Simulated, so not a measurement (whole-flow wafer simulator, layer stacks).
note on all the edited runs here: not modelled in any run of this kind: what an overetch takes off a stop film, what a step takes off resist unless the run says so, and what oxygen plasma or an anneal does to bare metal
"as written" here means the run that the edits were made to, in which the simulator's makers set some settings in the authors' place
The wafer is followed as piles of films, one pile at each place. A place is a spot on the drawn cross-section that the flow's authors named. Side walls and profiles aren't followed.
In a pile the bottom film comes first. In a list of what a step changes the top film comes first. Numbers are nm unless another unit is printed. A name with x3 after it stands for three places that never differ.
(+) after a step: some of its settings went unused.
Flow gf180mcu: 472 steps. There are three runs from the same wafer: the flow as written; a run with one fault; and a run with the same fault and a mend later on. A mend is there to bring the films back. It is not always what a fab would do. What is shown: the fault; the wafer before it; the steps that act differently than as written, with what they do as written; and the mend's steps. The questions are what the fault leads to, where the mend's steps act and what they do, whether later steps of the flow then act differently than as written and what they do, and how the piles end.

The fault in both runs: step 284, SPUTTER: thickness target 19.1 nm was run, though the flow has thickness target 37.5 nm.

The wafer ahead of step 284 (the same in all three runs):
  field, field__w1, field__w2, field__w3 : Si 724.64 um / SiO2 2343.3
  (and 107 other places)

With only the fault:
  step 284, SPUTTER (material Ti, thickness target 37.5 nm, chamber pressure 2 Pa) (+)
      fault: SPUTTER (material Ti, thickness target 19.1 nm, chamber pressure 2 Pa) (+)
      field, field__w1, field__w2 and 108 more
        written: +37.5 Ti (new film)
        fault: +19.1 Ti (new film)
  Steps later in the flow that act otherwise than as written:
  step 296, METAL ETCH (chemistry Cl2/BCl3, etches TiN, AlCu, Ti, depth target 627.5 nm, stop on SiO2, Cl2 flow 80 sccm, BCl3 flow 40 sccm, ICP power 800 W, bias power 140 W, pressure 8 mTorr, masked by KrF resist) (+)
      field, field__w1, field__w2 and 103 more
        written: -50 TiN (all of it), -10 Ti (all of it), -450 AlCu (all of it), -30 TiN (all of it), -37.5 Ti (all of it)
        fault: -50 TiN (all of it), -10 Ti (all of it), -450 AlCu (all of it), -30 TiN (all of it), -19.1 Ti (all of it)
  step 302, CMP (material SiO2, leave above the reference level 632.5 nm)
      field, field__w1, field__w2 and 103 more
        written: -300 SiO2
        fault: -318.4 SiO2
  At field__w8, contact, m1, m1__w1, m1_nw, the piles at the end differ from the flow's by more than 2% or 0.5 nm, whichever is larger.
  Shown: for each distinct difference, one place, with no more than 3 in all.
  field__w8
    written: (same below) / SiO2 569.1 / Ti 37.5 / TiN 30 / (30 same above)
    fault: (same below) / SiO2 569.1 / Ti 19.1 / TiN 30 / (30 same above)
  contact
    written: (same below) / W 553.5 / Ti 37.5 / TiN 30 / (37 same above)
    fault: (same below) / W 553.5 / Ti 19.1 / TiN 30 / (37 same above)

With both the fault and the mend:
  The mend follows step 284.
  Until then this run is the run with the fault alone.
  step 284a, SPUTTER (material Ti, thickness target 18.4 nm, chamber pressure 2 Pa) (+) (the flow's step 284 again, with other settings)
      field, field__w1, field__w2 and 108 more
        +18.4 Ti
  None of the later steps of the flow acts differently than as written at any place that is followed.
  At every place that both follow, the piles at the end match the flow's.
